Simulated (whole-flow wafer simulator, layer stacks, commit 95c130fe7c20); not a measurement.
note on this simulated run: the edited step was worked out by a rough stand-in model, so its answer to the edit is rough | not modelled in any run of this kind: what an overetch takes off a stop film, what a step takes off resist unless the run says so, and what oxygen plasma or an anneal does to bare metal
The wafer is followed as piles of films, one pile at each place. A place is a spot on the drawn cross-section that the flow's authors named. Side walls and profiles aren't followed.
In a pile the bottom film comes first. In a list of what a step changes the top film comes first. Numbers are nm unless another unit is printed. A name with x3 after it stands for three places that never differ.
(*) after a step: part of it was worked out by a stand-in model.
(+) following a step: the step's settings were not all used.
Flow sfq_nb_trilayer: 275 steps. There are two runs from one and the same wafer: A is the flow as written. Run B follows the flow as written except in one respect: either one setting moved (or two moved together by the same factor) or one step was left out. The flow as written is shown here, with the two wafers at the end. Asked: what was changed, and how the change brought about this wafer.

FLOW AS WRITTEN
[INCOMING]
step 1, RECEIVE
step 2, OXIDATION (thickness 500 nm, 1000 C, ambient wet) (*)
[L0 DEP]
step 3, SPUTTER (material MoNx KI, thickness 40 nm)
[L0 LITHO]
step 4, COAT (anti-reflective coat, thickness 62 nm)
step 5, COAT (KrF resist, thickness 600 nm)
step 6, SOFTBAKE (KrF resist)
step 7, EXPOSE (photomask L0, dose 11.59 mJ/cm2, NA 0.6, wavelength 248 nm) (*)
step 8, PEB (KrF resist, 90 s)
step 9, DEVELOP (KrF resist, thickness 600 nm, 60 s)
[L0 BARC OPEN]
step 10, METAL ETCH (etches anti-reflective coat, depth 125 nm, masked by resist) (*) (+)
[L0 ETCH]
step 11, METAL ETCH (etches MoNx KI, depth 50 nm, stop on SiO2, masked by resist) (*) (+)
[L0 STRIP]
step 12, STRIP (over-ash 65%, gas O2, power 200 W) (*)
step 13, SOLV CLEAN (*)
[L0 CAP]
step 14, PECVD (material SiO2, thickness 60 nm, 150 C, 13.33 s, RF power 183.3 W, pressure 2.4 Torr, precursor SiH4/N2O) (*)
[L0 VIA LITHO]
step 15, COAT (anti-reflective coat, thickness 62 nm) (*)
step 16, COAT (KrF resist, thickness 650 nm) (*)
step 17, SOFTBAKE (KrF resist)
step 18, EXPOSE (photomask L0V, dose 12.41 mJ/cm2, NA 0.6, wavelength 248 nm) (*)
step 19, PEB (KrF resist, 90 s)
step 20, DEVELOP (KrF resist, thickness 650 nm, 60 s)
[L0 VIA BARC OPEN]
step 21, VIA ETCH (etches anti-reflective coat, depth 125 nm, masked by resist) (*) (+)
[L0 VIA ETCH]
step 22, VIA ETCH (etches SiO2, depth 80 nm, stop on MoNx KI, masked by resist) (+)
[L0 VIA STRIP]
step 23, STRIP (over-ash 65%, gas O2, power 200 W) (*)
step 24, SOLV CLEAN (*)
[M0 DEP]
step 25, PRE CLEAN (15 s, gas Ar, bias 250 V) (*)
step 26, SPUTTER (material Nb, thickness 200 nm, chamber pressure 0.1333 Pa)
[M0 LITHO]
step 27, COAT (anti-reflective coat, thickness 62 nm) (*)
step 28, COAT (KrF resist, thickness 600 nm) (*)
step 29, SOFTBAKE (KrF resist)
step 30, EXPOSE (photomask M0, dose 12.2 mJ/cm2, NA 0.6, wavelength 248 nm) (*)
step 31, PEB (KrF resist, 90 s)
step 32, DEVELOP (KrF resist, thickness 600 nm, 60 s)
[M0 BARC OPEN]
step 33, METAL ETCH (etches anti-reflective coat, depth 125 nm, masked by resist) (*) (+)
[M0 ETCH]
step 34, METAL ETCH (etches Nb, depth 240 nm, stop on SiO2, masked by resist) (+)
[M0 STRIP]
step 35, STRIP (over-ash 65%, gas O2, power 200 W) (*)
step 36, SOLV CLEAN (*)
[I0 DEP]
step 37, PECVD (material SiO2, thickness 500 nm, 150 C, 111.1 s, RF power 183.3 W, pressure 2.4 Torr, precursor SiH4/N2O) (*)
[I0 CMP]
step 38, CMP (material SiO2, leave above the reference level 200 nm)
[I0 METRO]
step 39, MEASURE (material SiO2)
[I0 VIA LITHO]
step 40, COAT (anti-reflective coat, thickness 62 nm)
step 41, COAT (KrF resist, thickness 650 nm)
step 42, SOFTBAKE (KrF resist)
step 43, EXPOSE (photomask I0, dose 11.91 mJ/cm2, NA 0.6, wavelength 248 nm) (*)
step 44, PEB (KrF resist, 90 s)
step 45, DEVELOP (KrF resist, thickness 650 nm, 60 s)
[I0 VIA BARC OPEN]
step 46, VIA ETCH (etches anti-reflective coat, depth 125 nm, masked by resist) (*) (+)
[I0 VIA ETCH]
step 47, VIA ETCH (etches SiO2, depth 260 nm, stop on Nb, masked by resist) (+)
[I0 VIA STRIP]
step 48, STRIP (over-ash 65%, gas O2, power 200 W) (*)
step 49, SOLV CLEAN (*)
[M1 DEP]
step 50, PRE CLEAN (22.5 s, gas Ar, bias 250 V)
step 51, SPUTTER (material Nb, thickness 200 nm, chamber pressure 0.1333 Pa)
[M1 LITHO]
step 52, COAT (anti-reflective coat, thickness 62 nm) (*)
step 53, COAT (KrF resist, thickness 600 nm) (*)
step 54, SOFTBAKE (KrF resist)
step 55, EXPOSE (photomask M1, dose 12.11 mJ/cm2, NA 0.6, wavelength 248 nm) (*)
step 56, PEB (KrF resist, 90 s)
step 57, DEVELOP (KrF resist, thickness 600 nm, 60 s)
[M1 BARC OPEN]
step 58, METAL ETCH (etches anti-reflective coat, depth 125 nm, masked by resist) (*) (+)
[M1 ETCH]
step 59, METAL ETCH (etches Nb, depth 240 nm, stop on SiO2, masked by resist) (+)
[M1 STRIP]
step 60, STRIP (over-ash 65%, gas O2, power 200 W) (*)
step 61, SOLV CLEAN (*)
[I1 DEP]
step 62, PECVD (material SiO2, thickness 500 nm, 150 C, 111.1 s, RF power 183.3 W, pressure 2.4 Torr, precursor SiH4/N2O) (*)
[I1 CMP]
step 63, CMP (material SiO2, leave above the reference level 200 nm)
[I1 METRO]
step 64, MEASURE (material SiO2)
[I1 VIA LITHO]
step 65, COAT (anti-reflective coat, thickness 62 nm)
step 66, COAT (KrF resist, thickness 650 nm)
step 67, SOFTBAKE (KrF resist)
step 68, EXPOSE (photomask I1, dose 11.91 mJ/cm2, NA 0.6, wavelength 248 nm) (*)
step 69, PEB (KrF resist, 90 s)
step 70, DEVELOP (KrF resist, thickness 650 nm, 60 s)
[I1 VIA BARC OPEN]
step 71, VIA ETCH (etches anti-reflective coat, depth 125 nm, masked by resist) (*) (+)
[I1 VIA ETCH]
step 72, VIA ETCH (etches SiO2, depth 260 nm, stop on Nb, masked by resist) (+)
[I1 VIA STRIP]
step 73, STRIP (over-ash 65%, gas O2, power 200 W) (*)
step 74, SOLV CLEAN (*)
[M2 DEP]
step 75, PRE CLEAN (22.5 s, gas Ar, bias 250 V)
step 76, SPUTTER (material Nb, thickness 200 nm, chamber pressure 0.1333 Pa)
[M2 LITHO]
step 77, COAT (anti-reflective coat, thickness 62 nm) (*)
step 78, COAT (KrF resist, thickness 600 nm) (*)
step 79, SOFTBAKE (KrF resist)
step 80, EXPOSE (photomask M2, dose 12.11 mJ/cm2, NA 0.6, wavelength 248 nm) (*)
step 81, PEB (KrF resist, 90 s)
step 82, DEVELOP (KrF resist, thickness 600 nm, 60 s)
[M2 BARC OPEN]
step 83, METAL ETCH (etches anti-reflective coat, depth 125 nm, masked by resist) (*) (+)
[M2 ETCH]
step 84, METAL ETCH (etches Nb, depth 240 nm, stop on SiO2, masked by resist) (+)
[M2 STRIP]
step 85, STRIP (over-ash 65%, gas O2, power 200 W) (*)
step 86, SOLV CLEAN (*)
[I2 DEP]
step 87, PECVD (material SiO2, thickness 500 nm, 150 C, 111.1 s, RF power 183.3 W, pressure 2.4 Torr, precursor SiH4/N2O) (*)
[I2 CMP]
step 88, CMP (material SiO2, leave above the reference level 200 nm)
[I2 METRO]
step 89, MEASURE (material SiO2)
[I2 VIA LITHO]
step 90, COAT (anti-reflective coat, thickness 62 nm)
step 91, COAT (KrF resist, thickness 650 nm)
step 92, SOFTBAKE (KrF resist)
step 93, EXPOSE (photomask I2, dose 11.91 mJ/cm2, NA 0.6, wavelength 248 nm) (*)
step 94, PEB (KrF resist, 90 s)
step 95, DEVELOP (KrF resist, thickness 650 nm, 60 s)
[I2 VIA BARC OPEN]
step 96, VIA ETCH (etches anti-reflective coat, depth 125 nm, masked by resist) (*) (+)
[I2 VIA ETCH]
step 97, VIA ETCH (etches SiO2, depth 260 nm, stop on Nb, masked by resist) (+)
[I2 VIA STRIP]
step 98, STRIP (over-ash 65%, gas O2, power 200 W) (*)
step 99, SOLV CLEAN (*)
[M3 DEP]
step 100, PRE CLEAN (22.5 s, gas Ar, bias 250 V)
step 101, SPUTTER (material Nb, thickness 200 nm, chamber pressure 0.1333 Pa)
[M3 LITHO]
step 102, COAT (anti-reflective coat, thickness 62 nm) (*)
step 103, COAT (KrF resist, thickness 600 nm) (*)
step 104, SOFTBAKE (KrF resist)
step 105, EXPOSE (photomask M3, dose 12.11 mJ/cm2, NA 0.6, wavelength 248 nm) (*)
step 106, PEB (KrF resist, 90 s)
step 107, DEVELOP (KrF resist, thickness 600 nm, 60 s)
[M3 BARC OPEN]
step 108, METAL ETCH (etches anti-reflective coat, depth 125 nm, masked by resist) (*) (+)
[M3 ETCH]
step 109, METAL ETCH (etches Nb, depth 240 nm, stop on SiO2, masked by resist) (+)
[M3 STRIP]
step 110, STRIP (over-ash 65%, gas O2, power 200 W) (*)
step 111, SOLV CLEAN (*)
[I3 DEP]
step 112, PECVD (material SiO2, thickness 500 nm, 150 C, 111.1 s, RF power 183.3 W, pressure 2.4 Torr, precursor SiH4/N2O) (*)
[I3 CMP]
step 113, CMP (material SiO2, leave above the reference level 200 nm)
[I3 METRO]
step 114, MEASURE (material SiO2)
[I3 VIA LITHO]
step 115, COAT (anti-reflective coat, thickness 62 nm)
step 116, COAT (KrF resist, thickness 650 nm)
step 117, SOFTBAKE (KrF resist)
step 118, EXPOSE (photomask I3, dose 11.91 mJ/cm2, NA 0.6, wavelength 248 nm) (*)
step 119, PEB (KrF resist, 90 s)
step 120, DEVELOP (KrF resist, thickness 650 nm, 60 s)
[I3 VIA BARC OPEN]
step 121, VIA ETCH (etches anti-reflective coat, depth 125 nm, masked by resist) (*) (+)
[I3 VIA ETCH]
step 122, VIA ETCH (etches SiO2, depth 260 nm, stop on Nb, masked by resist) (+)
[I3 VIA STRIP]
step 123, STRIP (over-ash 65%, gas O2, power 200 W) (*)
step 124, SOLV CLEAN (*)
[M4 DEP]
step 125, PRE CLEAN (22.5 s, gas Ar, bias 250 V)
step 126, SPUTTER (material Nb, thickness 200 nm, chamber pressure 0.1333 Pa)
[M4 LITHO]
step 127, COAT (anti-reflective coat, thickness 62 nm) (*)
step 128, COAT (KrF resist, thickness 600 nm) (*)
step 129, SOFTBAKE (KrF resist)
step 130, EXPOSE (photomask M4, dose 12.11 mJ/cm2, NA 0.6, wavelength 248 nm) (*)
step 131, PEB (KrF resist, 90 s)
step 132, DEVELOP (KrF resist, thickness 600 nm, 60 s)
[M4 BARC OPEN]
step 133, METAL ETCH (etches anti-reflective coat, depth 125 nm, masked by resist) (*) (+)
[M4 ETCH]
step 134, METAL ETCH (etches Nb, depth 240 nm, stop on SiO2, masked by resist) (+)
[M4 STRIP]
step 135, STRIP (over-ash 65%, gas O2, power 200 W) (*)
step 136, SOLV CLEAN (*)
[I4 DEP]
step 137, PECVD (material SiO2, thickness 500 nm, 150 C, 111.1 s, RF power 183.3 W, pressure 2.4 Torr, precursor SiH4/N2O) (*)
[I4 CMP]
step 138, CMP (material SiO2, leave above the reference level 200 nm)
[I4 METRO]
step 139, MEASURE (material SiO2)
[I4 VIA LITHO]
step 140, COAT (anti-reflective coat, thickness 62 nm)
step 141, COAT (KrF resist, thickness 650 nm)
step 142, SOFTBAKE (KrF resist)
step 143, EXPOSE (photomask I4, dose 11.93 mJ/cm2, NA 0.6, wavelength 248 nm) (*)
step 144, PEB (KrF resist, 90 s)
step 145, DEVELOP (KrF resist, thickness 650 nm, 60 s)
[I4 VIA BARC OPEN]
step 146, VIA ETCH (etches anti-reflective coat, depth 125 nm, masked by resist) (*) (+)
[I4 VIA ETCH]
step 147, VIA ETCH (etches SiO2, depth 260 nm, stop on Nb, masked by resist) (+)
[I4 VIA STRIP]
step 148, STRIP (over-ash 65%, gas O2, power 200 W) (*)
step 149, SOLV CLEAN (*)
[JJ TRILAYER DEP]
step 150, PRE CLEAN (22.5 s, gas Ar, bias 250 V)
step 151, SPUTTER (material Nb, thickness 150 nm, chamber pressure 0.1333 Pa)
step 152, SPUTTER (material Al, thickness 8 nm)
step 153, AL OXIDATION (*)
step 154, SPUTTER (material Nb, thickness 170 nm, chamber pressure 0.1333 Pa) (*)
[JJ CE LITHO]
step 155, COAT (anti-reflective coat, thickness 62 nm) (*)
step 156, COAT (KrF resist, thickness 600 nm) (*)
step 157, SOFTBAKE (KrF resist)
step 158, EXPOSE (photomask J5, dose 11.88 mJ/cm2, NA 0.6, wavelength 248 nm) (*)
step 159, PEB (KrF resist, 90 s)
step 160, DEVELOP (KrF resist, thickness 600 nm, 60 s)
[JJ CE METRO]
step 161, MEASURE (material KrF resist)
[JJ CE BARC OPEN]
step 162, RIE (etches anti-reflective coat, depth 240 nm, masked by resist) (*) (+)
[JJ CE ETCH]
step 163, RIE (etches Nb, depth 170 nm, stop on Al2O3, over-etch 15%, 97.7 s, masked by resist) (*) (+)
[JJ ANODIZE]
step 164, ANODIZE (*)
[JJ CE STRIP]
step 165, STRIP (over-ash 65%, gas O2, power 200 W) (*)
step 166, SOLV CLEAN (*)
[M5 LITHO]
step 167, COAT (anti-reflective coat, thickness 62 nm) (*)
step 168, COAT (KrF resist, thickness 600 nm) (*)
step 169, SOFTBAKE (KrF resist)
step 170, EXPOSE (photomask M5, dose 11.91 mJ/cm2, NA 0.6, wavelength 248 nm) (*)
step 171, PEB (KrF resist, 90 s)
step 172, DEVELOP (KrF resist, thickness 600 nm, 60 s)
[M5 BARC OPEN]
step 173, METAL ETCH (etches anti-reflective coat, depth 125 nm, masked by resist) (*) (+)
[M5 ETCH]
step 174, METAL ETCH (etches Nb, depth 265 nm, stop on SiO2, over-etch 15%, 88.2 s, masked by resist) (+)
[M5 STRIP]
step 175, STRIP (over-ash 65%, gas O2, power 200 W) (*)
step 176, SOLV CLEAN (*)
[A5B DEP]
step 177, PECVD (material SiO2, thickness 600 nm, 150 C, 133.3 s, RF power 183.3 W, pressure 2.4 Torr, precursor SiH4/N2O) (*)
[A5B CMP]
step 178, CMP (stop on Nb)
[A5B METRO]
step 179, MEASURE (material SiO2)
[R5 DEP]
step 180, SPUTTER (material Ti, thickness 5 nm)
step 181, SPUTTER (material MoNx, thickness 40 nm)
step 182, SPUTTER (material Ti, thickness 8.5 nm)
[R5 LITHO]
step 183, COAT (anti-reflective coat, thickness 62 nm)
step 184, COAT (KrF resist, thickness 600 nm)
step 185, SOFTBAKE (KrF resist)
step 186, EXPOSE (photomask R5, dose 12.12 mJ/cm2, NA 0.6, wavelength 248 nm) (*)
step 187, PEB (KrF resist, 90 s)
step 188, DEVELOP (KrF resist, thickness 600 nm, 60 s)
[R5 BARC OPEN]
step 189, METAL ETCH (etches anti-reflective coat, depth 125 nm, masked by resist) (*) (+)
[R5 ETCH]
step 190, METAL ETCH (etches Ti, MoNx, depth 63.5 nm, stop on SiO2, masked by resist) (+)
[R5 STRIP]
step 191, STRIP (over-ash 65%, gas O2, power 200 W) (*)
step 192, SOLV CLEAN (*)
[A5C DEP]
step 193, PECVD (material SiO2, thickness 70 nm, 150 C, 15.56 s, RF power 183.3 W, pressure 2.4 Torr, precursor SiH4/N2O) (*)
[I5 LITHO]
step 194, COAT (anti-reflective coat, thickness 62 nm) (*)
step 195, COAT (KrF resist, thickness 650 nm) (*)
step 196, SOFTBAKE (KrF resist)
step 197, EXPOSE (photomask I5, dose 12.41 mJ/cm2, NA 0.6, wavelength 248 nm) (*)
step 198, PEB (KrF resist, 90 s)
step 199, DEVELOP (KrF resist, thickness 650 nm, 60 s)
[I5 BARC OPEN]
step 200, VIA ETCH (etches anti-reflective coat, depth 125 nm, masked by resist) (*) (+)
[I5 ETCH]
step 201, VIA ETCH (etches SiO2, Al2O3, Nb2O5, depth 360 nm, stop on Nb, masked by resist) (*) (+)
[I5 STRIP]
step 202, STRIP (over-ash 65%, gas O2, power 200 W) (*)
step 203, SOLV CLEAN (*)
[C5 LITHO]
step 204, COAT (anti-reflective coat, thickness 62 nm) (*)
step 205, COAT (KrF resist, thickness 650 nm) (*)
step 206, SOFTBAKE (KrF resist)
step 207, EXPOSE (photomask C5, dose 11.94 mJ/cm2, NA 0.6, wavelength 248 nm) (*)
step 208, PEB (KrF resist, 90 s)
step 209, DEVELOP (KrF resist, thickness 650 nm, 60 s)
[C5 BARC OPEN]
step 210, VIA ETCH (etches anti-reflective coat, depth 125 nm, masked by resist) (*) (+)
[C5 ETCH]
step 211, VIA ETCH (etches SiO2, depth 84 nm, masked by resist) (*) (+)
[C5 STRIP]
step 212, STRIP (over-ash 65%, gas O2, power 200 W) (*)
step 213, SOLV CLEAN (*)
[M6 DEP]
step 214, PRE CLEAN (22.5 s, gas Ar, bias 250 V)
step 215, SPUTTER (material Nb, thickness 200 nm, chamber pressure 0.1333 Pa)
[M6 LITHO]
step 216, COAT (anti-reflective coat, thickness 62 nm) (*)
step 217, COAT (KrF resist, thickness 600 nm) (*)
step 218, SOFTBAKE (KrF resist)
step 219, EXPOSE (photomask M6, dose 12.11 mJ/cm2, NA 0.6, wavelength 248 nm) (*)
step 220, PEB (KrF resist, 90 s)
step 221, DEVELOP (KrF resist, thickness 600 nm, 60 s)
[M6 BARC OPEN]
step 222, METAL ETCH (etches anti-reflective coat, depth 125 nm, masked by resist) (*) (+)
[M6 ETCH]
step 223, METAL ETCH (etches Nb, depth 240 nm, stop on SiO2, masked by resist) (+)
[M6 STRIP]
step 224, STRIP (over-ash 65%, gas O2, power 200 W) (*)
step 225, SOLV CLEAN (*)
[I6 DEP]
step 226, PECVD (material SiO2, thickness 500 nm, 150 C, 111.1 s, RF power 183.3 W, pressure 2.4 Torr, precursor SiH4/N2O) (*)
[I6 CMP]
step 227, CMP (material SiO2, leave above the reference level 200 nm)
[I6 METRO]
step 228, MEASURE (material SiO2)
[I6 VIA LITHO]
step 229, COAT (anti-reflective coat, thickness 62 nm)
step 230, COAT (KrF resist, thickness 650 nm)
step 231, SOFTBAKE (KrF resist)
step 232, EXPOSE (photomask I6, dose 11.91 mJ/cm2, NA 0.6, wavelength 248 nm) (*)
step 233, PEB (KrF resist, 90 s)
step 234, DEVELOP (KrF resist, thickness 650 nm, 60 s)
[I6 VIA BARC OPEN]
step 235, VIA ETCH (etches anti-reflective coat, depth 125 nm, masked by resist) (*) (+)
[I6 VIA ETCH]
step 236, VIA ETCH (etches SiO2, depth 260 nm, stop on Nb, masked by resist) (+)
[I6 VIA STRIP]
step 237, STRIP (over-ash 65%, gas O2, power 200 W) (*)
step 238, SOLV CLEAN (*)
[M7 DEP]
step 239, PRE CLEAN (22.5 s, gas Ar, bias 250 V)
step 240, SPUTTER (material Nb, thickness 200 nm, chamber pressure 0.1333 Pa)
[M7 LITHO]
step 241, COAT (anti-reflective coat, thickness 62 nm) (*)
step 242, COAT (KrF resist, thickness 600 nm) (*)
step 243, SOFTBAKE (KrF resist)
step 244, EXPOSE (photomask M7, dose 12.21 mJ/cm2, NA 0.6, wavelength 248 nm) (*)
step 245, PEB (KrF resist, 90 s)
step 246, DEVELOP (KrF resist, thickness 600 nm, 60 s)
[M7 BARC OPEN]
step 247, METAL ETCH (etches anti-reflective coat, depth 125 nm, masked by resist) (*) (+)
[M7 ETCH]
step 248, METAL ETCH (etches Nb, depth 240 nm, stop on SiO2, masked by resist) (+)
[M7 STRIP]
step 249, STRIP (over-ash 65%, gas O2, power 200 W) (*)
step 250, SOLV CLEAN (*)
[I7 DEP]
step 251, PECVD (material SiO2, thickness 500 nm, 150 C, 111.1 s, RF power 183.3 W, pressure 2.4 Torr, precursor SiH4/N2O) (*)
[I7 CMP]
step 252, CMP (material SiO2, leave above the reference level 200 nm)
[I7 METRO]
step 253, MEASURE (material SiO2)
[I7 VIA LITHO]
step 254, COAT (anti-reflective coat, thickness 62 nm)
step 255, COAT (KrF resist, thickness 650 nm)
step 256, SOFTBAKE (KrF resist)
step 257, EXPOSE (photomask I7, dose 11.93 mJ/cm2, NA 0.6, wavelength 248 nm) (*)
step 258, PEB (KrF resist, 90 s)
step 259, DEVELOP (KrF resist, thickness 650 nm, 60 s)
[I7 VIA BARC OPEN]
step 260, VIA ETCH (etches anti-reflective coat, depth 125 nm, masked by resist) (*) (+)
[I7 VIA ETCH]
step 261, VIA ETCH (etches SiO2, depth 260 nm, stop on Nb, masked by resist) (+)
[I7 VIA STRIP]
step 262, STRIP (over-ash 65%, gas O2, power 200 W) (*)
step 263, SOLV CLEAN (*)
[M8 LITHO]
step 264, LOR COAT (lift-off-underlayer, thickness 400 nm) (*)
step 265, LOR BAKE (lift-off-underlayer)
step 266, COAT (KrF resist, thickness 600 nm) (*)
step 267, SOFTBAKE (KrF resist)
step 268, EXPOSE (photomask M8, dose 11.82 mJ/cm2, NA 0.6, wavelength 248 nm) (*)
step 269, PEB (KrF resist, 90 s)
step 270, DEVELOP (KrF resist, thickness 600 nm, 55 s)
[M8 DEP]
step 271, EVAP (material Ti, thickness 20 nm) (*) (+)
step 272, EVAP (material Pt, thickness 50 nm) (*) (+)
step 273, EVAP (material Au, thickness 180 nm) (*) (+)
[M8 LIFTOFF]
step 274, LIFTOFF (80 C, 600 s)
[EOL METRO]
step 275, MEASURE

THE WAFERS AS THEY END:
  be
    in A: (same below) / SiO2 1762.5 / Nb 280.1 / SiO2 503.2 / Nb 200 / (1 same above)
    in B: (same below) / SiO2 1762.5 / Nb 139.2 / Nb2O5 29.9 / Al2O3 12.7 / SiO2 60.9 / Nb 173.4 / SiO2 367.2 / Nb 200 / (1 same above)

The reason: step 201, VIA ETCH: depth 148 nm was run, whereas the flow has depth 360 nm.

How this came from the change, step by step:
  step 201, VIA ETCH (etches SiO2, Al2O3, Nb2O5, depth 360 nm, stop on Nb, masked by resist) (*) (+)
      be: A SiO2 loses 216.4 (all of it), Al2O3 loses 12.7 (all of it), Nb2O5 loses 29.9 (all of it) | B SiO2 loses 148
      field_l, v_sur, via_wl and 102 more: A KrF resist loses 240 | B KrF resist loses 98.7
  step 202, STRIP (over-ash 65%, gas O2, power 200 W) (*)
      p4_fl, p4_fm, p4_w1 and 44 more: A KrF resist loses 333.1 (all of it), anti-reflective coat loses 62 (all of it) | B KrF resist loses 474.5 (all of it), anti-reflective coat loses 62 (all of it)
      wl_b_sl, wl_b_m5, wl_b_sr, wl_c_sl, wl_f_sl, wl_f_m6, wl_f_sr, wl_g_sl: A KrF resist loses 333 (all of it), anti-reflective coat loses 62 (all of it) | B KrF resist loses 474.3 (all of it), anti-reflective coat loses 62 (all of it)
      (also at 50 further places)
  step 204, COAT (anti-reflective coat, thickness 62 nm) (*)
      wire: A anti-reflective coat gains 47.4 (new film) | B anti-reflective coat gains 50.7 (new film)
      be: A anti-reflective coat gains 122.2 (new film) | B anti-reflective coat gains 105.8 (new film)
      (also at 1 further place)
  step 205, COAT (KrF resist, thickness 650 nm) (*)
      be: A KrF resist gains 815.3 (new film) | B KrF resist gains 736 (new film)
  step 212, STRIP (over-ash 65%, gas O2, power 200 W) (*)
      wire: A KrF resist loses 555.8 (all of it), anti-reflective coat loses 47.4 (all of it) | B KrF resist loses 562 (all of it), anti-reflective coat loses 50.7 (all of it)
      be: A KrF resist loses 728.2 (all of it), anti-reflective coat loses 122.2 (all of it) | B KrF resist loses 648.8 (all of it), anti-reflective coat loses 105.8 (all of it)
      (also at 1 further place)
  step 214, PRE CLEAN (22.5 s, gas Ar, bias 250 V)
      be: A Nb loses 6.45 | B SiO2 loses 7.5
  step 215, SPUTTER (material Nb, thickness 200 nm, chamber pressure 0.1333 Pa)
      be: A Nb gains 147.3 | B Nb gains 173.4 (new film)
  step 216, COAT (anti-reflective coat, thickness 62 nm) (*)
      wire: A anti-reflective coat gains 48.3 (new film) | B anti-reflective coat gains 51.3 (new film)
      be: A anti-reflective coat gains 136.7 (new film) | B anti-reflective coat gains 113.6 (new film)
      (also at 1 further place)
  step 217, COAT (KrF resist, thickness 600 nm) (*)
      be: A KrF resist gains 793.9 (new film) | B KrF resist gains 699.8 (new film)
  step 224, STRIP (over-ash 65%, gas O2, power 200 W) (*)
      wire: A KrF resist loses 369.8 (all of it), anti-reflective coat loses 48.3 (all of it) | B KrF resist loses 378.3 (all of it), anti-reflective coat loses 51.3 (all of it)
      be: A KrF resist loses 575.8 (all of it), anti-reflective coat loses 136.7 (all of it) | B KrF resist loses 482 (all of it), anti-reflective coat loses 113.6 (all of it)
      (also at 1 further place)
  step 226, PECVD (material SiO2, thickness 500 nm, 150 C, 111.1 s, RF power 183.3 W, pressure 2.4 Torr, precursor SiH4/N2O) (*)
      be: A SiO2 gains 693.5 (new film) | B SiO2 gains 531.8 (new film)
  step 227, CMP (material SiO2, leave above the reference level 200 nm)
      be: A SiO2 loses 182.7 | B SiO2 loses 157.1
Taking metal films that touch as one body, be has 4 bodies (between them, from the top down: SiO2 367.2; SiO2 60.9 / Al2O3 12.7 / Nb2O5 29.9; SiO2 1762.5); the flow as written gives 3 bodies (between them, from the top down: SiO2 503.2; SiO2 1762.5).
